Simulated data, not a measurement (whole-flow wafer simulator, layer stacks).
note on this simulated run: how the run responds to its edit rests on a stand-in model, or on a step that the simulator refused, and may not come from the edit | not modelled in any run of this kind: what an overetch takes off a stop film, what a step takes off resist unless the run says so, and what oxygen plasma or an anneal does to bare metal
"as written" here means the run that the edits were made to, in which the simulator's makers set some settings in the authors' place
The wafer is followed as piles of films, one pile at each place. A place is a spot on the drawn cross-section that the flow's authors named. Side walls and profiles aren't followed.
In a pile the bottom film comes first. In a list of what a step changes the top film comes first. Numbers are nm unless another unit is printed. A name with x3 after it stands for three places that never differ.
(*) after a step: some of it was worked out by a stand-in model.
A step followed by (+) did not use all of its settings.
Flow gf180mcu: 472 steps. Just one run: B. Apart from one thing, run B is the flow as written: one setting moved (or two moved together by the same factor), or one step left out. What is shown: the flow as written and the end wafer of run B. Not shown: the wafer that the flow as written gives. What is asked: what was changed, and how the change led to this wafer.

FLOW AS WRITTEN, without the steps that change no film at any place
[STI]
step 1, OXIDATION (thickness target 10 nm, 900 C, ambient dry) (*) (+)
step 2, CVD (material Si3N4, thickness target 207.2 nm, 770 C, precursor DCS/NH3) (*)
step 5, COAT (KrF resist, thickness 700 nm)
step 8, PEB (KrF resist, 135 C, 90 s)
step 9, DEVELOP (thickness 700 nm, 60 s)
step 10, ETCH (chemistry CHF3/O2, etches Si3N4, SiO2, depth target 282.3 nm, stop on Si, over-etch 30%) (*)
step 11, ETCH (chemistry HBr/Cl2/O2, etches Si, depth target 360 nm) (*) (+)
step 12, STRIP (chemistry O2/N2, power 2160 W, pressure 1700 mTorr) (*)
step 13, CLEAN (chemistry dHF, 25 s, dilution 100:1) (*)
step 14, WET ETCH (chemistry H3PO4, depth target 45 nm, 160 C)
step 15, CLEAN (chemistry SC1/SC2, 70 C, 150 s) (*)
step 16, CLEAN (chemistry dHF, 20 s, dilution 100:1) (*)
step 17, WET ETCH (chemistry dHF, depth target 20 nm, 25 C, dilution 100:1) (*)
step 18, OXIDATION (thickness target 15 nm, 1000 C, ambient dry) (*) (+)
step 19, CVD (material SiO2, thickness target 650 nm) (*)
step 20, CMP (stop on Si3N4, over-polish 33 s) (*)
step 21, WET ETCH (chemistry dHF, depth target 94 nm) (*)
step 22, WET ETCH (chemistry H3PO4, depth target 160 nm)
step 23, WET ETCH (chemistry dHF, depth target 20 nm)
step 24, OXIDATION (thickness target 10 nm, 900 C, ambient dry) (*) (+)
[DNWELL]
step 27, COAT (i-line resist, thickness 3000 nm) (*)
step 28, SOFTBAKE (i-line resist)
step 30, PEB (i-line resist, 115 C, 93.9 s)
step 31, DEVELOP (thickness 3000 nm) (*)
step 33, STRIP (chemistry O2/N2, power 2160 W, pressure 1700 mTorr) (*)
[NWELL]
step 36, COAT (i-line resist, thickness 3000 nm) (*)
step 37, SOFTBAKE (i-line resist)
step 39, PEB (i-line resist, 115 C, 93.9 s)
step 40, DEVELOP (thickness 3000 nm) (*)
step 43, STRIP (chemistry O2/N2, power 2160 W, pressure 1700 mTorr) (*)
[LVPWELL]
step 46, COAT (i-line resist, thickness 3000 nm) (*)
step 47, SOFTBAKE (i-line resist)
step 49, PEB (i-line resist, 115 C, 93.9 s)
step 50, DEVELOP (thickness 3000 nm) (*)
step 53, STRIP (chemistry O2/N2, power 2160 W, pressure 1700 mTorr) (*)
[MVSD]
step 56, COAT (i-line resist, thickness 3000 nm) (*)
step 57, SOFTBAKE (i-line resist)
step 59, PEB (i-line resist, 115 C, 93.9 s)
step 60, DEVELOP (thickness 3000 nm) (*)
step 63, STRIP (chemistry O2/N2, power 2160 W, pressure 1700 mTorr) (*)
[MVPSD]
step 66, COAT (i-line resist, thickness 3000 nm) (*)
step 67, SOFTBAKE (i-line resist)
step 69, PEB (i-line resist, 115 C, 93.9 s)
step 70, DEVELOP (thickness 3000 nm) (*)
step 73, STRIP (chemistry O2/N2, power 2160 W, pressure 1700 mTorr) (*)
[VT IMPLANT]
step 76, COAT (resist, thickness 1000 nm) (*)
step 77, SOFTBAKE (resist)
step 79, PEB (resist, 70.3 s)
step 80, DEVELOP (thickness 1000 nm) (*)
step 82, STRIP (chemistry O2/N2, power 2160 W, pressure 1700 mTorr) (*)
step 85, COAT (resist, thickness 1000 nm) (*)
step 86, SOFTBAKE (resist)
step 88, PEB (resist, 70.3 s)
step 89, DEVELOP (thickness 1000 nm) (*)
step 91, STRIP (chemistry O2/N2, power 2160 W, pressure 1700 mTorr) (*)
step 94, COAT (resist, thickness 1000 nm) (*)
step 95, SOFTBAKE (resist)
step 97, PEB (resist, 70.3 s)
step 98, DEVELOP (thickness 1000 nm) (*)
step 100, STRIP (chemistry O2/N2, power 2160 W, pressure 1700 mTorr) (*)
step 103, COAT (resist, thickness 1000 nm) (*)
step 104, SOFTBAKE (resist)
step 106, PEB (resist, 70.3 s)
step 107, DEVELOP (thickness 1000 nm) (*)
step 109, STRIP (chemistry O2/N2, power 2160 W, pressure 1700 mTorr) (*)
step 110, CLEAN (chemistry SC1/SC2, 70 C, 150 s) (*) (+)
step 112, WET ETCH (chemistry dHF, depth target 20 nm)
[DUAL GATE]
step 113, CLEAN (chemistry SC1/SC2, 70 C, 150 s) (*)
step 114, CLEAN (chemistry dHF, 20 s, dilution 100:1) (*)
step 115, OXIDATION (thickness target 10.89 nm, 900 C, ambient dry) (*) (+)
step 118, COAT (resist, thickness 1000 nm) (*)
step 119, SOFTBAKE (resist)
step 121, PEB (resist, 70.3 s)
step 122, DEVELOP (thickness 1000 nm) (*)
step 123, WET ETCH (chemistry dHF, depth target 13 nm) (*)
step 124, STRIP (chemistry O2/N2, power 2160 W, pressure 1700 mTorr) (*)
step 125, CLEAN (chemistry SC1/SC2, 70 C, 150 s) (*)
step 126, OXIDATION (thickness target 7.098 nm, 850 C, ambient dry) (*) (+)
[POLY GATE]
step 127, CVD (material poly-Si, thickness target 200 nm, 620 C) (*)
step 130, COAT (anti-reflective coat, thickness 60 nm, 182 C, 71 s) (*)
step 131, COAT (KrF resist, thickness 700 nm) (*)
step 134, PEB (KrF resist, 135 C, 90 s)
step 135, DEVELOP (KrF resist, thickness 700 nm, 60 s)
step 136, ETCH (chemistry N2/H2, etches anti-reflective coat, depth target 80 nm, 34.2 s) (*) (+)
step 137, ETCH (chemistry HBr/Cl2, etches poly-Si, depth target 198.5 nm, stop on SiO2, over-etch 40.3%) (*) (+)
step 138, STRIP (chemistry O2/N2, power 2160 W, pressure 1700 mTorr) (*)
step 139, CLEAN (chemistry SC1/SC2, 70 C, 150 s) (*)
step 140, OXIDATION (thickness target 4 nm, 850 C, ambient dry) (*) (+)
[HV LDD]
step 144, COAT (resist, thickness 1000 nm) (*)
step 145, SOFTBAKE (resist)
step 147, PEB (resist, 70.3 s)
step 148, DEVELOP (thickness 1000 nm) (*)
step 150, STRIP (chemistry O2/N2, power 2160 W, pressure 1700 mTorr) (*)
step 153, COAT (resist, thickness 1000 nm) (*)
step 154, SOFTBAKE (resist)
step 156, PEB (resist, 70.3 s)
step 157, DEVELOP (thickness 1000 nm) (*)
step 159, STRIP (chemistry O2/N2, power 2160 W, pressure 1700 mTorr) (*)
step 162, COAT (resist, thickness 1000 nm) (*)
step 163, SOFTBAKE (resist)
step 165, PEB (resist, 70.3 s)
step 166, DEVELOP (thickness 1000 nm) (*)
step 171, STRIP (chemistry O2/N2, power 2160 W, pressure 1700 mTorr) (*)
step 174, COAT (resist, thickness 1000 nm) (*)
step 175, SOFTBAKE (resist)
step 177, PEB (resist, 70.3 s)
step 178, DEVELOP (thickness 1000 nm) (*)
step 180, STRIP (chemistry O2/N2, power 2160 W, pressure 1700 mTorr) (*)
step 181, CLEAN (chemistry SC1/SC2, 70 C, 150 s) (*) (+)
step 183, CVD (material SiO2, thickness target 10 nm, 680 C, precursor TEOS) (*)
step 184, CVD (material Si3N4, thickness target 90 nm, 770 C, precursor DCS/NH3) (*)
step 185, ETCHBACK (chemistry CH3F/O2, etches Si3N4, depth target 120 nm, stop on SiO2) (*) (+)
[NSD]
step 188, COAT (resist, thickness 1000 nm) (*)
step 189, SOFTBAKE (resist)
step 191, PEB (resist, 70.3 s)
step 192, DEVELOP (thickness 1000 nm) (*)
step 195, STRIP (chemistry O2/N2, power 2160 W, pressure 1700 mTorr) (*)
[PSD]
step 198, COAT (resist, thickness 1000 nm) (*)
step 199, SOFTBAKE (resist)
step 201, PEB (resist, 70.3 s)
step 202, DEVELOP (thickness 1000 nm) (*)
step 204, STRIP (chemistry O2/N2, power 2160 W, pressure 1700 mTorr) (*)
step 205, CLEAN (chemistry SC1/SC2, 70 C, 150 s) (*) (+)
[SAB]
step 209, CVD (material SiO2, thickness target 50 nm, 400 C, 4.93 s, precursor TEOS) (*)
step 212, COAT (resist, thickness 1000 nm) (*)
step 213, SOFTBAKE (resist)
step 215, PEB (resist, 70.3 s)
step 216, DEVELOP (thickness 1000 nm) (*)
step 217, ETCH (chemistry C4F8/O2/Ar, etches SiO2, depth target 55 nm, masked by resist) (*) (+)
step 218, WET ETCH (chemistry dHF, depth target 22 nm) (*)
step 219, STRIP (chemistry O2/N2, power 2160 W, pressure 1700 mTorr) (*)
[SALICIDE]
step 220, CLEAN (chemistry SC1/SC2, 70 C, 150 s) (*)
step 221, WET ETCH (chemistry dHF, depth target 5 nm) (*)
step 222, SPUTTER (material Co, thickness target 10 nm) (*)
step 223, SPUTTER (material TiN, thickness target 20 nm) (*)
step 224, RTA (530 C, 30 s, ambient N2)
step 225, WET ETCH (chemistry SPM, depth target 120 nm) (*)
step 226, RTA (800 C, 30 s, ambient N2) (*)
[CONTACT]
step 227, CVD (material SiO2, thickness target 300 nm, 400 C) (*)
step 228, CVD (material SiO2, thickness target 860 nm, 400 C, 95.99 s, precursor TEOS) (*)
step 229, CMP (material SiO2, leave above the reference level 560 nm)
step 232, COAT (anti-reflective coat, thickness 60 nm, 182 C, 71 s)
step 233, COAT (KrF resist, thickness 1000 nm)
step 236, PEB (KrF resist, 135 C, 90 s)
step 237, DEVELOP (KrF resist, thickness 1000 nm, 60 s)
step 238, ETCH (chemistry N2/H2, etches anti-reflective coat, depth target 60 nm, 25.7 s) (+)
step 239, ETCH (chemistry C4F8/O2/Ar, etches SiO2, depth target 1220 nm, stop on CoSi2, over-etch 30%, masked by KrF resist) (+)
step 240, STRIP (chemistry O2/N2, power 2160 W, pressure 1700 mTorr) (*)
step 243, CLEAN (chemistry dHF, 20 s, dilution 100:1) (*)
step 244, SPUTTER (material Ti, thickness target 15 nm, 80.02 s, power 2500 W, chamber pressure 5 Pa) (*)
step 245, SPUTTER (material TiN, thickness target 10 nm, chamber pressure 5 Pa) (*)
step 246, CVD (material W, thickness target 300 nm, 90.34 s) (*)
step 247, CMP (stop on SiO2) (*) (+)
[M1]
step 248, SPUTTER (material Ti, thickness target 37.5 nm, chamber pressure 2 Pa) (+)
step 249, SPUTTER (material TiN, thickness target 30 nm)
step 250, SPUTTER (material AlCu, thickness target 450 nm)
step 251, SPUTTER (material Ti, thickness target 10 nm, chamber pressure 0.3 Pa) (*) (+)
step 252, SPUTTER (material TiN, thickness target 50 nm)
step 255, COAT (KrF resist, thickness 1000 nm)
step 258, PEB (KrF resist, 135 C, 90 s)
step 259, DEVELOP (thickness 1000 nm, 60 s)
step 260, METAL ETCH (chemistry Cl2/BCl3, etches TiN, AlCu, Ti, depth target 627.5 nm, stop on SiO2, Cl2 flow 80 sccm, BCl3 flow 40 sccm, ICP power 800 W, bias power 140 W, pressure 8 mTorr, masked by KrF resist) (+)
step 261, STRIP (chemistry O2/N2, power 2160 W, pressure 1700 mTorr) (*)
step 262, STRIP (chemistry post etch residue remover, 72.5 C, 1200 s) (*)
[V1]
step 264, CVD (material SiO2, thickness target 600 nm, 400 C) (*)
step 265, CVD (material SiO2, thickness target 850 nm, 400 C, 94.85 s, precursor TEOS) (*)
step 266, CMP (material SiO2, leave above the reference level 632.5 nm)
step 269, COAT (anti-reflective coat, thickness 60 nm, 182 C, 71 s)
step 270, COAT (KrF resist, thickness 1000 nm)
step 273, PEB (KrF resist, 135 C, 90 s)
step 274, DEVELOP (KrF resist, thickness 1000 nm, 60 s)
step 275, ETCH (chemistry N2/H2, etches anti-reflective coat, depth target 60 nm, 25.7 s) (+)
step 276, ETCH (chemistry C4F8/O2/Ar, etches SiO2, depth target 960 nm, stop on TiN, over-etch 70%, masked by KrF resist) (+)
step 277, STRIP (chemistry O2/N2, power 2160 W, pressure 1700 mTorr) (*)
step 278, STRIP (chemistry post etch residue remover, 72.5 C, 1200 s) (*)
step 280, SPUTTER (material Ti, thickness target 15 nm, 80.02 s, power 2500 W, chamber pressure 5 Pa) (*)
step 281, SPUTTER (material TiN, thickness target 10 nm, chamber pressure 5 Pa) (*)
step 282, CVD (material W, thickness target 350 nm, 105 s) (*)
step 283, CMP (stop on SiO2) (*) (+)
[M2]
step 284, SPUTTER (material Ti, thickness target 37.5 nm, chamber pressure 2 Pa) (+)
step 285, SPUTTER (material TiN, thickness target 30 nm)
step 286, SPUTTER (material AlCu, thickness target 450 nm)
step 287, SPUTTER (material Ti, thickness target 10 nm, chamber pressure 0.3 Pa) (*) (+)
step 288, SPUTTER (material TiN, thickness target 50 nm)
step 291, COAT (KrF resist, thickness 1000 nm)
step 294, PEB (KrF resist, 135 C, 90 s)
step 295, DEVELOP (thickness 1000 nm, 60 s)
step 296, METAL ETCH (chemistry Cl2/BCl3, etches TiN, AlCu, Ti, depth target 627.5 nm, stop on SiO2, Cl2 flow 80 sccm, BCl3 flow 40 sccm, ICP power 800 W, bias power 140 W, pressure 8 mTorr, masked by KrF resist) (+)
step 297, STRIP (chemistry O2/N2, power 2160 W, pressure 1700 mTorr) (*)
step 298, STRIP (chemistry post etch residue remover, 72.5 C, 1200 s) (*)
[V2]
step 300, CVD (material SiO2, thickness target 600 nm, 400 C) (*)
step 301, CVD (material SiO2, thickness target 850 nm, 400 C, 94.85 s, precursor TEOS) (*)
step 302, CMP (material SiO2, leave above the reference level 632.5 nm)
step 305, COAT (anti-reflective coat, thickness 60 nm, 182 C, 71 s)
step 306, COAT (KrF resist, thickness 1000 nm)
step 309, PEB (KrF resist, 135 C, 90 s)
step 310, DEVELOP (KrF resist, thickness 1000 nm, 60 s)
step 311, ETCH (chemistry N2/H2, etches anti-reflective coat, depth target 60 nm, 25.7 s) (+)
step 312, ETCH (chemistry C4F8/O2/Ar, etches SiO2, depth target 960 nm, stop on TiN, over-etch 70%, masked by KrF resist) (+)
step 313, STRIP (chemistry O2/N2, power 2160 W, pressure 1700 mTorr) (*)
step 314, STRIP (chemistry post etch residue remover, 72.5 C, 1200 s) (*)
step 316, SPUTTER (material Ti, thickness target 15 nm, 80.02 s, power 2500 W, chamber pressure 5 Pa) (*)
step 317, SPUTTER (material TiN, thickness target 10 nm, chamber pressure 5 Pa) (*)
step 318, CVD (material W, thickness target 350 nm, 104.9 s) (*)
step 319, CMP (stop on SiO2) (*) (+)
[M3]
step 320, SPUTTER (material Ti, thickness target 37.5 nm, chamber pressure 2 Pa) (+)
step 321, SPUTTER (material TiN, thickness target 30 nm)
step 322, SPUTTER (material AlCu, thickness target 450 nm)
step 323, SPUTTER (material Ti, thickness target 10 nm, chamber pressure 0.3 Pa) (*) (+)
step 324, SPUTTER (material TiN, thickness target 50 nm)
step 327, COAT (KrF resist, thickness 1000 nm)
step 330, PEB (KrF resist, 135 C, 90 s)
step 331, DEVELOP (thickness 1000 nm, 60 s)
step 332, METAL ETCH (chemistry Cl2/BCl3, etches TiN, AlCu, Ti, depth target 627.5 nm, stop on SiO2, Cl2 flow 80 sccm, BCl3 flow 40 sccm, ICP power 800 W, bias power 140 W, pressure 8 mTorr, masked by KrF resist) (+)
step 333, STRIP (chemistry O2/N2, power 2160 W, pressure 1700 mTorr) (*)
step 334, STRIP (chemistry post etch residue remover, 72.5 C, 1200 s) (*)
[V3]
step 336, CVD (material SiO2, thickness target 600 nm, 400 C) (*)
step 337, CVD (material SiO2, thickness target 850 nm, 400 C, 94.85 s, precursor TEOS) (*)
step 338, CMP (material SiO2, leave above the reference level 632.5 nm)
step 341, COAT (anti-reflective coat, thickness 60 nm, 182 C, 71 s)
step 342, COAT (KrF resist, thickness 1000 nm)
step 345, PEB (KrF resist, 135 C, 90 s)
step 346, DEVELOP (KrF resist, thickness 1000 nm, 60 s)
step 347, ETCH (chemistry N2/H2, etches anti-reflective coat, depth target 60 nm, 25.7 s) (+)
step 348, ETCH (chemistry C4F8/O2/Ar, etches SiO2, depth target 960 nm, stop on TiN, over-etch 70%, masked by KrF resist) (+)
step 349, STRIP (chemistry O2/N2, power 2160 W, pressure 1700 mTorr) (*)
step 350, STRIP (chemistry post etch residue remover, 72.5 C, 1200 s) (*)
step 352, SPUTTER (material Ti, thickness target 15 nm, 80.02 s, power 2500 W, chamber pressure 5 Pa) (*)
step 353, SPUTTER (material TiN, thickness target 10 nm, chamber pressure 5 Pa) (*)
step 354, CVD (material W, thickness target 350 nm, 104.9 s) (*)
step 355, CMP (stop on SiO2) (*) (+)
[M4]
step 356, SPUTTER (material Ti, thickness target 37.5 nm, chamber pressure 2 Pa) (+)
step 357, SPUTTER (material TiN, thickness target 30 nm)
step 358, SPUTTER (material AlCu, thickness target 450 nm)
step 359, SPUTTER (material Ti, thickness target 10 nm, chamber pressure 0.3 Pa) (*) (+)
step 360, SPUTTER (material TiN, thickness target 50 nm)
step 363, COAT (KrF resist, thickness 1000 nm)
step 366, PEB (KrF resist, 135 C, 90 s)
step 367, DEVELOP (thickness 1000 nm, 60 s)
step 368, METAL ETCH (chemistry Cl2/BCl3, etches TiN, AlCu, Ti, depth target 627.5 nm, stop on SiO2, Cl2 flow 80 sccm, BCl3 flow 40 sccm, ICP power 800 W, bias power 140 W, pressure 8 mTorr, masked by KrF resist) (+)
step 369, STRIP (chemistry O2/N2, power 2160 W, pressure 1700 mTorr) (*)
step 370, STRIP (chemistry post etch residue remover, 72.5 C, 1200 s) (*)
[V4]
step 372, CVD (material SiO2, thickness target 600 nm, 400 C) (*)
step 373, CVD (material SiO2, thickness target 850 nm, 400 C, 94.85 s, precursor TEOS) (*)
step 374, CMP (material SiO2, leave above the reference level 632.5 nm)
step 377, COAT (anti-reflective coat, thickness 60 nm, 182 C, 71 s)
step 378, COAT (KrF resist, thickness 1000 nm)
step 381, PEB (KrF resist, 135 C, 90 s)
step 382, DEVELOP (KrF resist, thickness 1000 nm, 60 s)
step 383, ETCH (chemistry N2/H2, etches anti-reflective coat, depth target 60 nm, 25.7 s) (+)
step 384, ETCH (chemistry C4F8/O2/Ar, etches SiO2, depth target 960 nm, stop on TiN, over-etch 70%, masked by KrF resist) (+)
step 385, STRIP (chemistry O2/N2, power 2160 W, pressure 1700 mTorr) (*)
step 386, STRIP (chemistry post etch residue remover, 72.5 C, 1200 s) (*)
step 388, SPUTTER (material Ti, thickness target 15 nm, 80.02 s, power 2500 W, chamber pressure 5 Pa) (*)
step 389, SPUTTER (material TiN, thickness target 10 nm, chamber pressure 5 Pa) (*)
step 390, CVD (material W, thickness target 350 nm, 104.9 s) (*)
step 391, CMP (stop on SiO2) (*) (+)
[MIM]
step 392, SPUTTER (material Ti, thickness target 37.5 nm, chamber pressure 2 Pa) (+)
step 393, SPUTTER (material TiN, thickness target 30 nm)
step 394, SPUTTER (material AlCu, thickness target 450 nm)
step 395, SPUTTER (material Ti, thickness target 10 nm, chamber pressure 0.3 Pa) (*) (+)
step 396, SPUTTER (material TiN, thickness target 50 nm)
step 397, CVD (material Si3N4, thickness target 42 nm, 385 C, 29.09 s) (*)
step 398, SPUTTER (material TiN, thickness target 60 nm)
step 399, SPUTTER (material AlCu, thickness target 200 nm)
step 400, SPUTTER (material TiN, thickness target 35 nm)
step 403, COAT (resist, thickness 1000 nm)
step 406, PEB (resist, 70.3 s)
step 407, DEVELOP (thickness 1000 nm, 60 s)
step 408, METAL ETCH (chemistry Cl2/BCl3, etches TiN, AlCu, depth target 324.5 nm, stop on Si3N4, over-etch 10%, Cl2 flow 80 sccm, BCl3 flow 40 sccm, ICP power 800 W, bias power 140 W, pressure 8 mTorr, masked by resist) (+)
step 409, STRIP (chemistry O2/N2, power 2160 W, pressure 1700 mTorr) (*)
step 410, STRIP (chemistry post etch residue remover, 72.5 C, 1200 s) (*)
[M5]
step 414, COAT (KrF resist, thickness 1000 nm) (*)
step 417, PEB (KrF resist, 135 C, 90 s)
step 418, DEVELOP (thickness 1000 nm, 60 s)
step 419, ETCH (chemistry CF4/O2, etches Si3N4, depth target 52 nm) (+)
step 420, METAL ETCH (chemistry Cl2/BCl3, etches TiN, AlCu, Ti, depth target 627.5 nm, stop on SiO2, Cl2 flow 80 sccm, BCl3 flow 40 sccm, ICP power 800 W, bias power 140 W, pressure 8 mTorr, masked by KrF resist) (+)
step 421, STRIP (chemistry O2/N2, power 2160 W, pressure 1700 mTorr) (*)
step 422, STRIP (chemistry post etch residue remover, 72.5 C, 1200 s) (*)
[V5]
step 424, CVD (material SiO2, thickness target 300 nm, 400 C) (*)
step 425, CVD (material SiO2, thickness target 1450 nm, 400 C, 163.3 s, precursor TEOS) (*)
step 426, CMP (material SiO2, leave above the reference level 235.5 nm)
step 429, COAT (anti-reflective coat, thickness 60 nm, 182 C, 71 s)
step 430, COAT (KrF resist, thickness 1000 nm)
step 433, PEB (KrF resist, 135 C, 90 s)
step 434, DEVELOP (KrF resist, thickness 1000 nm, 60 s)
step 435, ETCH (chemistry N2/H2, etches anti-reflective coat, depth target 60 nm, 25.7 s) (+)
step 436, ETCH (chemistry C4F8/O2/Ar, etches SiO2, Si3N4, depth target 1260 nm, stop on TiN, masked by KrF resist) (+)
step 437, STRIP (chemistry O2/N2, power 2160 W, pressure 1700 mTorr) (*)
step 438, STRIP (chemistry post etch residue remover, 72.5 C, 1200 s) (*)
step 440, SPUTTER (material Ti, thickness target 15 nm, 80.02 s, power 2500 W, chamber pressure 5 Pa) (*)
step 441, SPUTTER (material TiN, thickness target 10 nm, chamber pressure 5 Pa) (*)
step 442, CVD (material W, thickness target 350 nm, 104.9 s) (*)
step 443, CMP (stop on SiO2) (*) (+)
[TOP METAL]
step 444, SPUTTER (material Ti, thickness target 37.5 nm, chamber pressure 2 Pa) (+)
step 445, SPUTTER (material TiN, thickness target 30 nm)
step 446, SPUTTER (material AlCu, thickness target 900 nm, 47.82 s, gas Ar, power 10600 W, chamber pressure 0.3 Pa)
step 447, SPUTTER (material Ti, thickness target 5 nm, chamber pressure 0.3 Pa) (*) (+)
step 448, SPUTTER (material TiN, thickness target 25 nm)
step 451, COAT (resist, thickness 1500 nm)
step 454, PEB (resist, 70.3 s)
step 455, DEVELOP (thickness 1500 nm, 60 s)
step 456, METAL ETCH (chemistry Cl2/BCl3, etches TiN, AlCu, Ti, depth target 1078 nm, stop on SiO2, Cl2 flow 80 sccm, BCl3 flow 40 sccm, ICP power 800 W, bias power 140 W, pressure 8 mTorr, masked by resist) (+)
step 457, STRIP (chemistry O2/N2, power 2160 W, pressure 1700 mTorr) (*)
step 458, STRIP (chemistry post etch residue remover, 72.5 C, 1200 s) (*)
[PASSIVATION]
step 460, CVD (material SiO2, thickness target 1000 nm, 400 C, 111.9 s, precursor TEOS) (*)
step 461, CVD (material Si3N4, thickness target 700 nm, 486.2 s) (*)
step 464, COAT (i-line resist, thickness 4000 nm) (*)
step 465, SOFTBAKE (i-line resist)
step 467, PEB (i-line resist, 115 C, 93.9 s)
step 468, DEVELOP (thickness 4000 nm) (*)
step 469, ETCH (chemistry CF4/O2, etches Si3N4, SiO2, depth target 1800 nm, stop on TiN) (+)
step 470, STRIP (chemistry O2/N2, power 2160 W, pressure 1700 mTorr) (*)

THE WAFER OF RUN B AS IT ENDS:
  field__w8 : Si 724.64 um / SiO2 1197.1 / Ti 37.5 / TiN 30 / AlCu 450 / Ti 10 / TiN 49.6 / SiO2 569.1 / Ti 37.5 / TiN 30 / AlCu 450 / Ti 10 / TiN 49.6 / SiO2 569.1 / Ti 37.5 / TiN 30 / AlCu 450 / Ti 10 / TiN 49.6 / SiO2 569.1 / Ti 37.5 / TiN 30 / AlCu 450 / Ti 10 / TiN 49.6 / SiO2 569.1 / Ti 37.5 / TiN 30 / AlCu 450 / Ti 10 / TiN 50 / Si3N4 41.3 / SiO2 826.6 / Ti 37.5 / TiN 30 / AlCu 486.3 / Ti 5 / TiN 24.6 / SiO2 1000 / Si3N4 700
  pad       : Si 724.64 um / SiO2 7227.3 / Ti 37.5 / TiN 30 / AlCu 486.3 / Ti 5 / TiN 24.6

What caused this: step 446, SPUTTER: 26.3 s was run, whereas the flow has 47.82 s.

Step by step, how the change led to this:
  step 446, SPUTTER (material AlCu, thickness target 900 nm, 47.82 s, gas Ar, power 10600 W, chamber pressure 0.3 Pa)
      field, field__w1, field__w2 and 109 more: AlCu gains 486.3 (new film) (as written it would have been: AlCu gains 900 (new film))
  step 456, METAL ETCH (chemistry Cl2/BCl3, etches TiN, AlCu, Ti, depth target 1078 nm, stop on SiO2, Cl2 flow 80 sccm, BCl3 flow 40 sccm, ICP power 800 W, bias power 140 W, pressure 8 mTorr, masked by resist) (+)
      field, field__w1, field__w2 and 103 more: TiN loses 25 (all of it), Ti loses 5 (all of it), AlCu loses 486.3 (all of it), TiN loses 30 (all of it), Ti loses 37.5 (all of it) (as written it would have been: TiN loses 25 (all of it), Ti loses 5 (all of it), AlCu loses 900 (all of it), TiN loses 30 (all of it), Ti loses 37.5 (all of it))
      field__w8, contact, m1, m1__w1, pad, m1_nw: resist loses 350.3 (as written it would have been: resist loses 431)
  step 457, STRIP (chemistry O2/N2, power 2160 W, pressure 1700 mTorr) (*)
      field__w8, contact, m1, m1__w1, pad, m1_nw: resist loses 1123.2 (all of it) (as written it would have been: resist loses 1042.5 (all of it))
  step 464, COAT (i-line resist, thickness 4000 nm) (*)
      field: i-line resist gains 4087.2 (new film) (as written it would have been: i-line resist gains 4171.5 (new film))
      field__w8: i-line resist gains 3462.7 (new film) (as written it would have been: i-line resist gains 3093.1 (new film))
      (and at 7 other places as well)
  step 465, SOFTBAKE (i-line resist)
      gate: i-line resist loses 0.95 (as written it would have been: i-line resist gains 1.79)
      field__w11, field__w13: i-line resist gains 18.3 (as written it would have been: i-line resist gains 37.6)
      (and at 66 other places as well)
  step 467, PEB (i-line resist, 115 C, 93.9 s)
      field__w8, m1__w1: i-line resist loses 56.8 (as written it would have been: i-line resist loses 49.2)
      contact, m1: i-line resist loses 57 (as written it would have been: i-line resist loses 49.6)
      (and at 2 other places as well)
  step 468, DEVELOP (thickness 4000 nm) (*)
      pad: i-line resist loses 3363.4 (all of it) (as written it would have been: i-line resist loses 2960.4 (all of it))
  step 470, STRIP (chemistry O2/N2, power 2160 W, pressure 1700 mTorr) (*)
      field__w8, m1__w1: i-line resist loses 2172.5 (all of it) (as written it would have been: i-line resist loses 1775.9 (all of it))
      contact: i-line resist loses 2182.9 (all of it) (as written it would have been: i-line resist loses 1798.3 (all of it))
      (and at 2 other places as well)
